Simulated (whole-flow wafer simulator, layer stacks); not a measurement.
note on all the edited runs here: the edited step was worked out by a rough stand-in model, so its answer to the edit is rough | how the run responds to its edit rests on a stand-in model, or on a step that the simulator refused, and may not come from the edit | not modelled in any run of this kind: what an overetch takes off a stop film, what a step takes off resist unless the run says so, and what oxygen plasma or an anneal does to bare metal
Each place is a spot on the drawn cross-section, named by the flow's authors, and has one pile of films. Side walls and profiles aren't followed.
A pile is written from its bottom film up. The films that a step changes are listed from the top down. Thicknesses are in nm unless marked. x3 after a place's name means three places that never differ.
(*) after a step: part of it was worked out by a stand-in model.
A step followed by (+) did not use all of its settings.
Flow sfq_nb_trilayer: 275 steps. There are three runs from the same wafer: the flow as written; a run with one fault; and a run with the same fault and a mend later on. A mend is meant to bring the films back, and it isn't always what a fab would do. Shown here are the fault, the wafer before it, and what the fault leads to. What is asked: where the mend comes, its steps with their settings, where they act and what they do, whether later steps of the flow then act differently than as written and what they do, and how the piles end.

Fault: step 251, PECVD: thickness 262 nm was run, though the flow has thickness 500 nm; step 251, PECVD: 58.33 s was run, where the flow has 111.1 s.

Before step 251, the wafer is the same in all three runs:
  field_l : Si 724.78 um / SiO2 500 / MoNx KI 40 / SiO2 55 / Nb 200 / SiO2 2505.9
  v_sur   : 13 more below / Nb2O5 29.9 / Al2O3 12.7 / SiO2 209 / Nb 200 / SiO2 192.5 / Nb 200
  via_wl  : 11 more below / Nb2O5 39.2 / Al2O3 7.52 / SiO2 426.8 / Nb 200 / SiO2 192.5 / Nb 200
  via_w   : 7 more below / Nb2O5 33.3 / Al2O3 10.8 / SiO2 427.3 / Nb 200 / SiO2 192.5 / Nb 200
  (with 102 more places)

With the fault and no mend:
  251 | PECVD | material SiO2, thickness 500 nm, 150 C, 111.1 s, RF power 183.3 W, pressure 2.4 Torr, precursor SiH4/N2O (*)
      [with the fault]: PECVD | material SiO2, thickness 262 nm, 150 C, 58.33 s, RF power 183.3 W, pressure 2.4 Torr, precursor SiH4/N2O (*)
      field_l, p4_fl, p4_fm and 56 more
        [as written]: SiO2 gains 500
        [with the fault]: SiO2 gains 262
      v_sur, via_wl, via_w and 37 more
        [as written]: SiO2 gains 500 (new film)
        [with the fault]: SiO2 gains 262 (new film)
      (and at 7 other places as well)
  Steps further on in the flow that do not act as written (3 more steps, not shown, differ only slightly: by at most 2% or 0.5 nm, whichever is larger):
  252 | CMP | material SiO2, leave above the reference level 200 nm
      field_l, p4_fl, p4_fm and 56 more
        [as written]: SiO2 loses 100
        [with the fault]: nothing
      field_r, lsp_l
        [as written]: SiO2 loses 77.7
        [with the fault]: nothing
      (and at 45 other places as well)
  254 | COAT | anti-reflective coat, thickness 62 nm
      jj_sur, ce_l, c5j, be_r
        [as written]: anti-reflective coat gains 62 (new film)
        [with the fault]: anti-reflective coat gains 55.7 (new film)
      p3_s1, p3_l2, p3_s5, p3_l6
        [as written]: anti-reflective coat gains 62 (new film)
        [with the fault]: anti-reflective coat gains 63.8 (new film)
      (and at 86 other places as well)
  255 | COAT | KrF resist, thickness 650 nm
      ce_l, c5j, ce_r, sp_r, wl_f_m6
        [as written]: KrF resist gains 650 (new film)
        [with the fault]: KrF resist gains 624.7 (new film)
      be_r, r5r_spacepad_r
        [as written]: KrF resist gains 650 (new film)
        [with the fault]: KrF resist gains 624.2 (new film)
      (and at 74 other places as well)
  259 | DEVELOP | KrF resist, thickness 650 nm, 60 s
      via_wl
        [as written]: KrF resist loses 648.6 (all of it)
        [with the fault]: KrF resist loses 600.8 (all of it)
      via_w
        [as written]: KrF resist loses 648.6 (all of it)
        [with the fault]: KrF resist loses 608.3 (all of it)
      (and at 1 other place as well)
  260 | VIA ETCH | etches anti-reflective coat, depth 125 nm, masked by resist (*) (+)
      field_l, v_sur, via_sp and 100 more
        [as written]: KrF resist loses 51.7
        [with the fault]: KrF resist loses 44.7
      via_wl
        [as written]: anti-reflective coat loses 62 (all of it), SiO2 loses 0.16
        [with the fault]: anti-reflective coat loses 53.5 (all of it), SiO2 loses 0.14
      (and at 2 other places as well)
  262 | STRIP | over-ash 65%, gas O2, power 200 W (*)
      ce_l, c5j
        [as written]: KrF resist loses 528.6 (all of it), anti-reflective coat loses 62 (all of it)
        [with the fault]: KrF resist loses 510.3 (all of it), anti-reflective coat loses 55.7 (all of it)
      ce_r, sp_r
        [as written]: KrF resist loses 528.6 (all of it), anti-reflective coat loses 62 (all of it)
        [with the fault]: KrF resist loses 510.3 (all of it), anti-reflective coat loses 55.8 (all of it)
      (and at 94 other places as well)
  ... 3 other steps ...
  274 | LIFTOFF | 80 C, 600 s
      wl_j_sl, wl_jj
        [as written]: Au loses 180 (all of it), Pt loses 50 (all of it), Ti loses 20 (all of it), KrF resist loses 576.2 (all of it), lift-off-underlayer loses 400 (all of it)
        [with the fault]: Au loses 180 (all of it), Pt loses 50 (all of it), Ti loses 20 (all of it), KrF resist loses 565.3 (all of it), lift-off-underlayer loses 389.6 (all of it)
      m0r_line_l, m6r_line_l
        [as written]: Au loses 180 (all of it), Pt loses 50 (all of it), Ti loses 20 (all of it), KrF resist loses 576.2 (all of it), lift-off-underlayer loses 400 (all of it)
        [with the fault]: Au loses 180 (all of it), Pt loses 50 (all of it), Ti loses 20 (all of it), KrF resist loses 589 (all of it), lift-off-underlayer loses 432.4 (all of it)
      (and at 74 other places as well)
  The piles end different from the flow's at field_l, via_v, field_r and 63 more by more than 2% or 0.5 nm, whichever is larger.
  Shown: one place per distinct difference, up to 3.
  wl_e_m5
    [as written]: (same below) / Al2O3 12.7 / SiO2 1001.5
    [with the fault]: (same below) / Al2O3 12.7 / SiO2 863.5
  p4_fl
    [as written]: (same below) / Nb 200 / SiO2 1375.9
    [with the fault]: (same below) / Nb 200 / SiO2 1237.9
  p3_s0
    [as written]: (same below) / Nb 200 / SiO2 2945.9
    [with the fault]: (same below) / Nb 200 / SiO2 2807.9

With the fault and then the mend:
  The mend stands after step 251.
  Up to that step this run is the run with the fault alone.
  251a | PECVD | material SiO2, thickness 238 nm, 150 C, 52.89 s, RF power 183.3 W, pressure 2.4 Torr, precursor SiH4/N2O (*) (a further turn of the flow's step 251, with different settings)
      field_l, v_sur, via_wl and 98 more
        SiO2 gains 238
      field_r, lsp_l
        SiO2 gains 228.3
      l0_sur, l0v
        SiO2 gains 232.6
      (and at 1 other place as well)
  Steps further on in the flow that do not act as written:
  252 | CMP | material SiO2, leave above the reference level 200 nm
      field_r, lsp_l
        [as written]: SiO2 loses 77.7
        [with the mend]: SiO2 loses 80.1
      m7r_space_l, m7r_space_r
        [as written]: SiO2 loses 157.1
        [with the mend]: SiO2 loses 100
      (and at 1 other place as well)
  At every place that both follow, the piles at the end match the flow's.
